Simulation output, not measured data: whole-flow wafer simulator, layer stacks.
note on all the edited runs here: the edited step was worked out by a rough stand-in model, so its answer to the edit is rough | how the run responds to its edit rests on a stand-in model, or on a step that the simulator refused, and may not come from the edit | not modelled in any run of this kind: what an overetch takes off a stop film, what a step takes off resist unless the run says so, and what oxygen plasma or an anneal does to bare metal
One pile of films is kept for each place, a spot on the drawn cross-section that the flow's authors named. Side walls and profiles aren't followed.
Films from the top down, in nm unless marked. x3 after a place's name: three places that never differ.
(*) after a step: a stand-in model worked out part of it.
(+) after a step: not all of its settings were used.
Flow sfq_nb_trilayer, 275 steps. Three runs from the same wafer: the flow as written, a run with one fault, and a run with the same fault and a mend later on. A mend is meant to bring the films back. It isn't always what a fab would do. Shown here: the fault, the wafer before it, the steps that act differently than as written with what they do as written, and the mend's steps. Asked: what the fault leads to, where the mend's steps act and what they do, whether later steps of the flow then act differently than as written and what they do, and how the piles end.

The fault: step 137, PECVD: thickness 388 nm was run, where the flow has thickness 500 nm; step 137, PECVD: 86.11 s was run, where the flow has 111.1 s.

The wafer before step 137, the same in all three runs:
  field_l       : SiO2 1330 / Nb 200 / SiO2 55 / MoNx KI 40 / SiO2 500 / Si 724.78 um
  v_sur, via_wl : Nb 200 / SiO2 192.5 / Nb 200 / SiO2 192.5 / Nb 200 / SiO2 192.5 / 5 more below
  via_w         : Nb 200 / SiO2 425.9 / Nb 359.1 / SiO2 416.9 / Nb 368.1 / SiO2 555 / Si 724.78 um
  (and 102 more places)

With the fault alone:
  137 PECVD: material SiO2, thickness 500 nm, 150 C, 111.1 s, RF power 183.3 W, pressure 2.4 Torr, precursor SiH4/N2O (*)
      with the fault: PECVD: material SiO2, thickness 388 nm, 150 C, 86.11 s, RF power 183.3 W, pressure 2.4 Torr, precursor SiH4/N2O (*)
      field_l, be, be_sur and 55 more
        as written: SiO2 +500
        with the fault: SiO2 +388
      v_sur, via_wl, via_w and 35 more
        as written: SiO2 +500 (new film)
        with the fault: SiO2 +388 (new film)
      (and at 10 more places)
  Later steps of the flow that act differently than as written (22 more steps differ only slightly, by at most 2% or 0.5 nm, whichever is larger, and aren't shown):
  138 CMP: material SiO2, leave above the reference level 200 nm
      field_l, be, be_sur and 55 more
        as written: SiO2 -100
        with the fault: nothing
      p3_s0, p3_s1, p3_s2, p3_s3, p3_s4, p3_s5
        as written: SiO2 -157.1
        with the fault: nothing
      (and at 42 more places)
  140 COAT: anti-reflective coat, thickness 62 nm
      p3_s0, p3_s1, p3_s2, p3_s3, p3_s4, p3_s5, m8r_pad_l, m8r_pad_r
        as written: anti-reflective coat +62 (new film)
        with the fault: anti-reflective coat +65.7 (new film)
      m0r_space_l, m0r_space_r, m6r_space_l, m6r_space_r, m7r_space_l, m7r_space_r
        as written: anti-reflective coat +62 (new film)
        with the fault: anti-reflective coat +63.7 (new film)
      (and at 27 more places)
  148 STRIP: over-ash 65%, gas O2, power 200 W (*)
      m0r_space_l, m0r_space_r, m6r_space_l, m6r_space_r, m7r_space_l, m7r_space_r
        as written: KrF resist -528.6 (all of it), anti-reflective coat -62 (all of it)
        with the fault: KrF resist -530.5 (all of it), anti-reflective coat -63.7 (all of it)
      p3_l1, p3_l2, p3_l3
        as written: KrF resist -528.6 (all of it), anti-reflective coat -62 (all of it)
        with the fault: KrF resist -526.3 (all of it), anti-reflective coat -59 (all of it)
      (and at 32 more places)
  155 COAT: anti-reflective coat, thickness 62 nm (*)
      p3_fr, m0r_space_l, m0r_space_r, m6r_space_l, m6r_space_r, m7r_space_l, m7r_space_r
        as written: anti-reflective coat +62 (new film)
        with the fault: anti-reflective coat +63.5 (new film)
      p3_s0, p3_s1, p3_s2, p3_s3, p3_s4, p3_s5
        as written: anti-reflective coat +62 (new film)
        with the fault: anti-reflective coat +65.1 (new film)
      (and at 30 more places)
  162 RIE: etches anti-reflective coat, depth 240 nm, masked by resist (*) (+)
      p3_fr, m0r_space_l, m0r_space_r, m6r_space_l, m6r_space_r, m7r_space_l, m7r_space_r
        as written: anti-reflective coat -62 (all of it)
        with the fault: anti-reflective coat -63.5 (all of it)
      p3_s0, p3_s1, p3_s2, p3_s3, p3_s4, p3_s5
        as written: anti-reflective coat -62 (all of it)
        with the fault: anti-reflective coat -65.1 (all of it)
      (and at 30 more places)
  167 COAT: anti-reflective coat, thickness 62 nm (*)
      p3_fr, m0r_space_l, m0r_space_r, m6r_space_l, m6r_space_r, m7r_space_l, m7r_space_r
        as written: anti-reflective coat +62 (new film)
        with the fault: anti-reflective coat +63.4 (new film)
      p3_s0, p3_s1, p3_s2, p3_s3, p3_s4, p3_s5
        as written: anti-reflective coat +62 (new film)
        with the fault: anti-reflective coat +64.8 (new film)
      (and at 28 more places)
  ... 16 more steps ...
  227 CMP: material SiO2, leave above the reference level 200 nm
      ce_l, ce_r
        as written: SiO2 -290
        with the fault: SiO2 -300
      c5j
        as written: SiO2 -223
        with the fault: SiO2 -233
  At the end the piles differ from the flow's by more than 2% or 0.5 nm, whichever is larger, at be_sur, jj_sur, ce_l and 8 more.
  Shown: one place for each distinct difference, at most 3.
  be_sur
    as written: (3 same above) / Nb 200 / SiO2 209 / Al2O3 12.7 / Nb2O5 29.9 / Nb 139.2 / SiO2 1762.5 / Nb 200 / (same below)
    with the fault: (3 same above) / Nb 200 / SiO2 221 / Al2O3 12.7 / Nb2O5 29.9 / Nb 139.2 / SiO2 1750.5 / Nb 200 / (same below)
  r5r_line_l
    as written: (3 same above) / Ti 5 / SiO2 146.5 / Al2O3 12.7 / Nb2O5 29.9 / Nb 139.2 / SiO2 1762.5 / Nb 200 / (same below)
    with the fault: (3 same above) / Ti 5 / SiO2 158.5 / Al2O3 12.7 / Nb2O5 29.9 / Nb 139.2 / SiO2 1750.5 / Nb 200 / (same below)
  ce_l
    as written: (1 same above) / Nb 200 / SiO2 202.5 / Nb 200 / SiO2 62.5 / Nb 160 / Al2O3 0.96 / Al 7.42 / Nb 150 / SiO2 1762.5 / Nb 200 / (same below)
    with the fault: (1 same above) / Nb 200 / SiO2 192.5 / Nb 200 / SiO2 74.5 / Nb 170 / Al2O3 0.96 / Al 7.42 / Nb 150 / SiO2 1750.5 / Nb 200 / (same below)

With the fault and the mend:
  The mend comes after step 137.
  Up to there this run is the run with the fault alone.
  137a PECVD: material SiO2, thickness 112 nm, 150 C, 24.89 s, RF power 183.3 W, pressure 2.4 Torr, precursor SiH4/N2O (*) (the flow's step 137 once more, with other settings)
      field_l, v_sur, via_wl and 99 more
        SiO2 +112
      lsp_r, l0_sur, l0v
        SiO2 +110.3
      via_v
        SiO2 +107.3
  Later steps of the flow that act differently than as written:
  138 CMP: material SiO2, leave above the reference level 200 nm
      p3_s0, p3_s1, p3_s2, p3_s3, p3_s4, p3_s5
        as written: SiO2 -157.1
        with the mend: SiO2 -100
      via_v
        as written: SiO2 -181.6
        with the mend: SiO2 -136.3
  At the end the piles are the same as the flow's at every place that both follow.
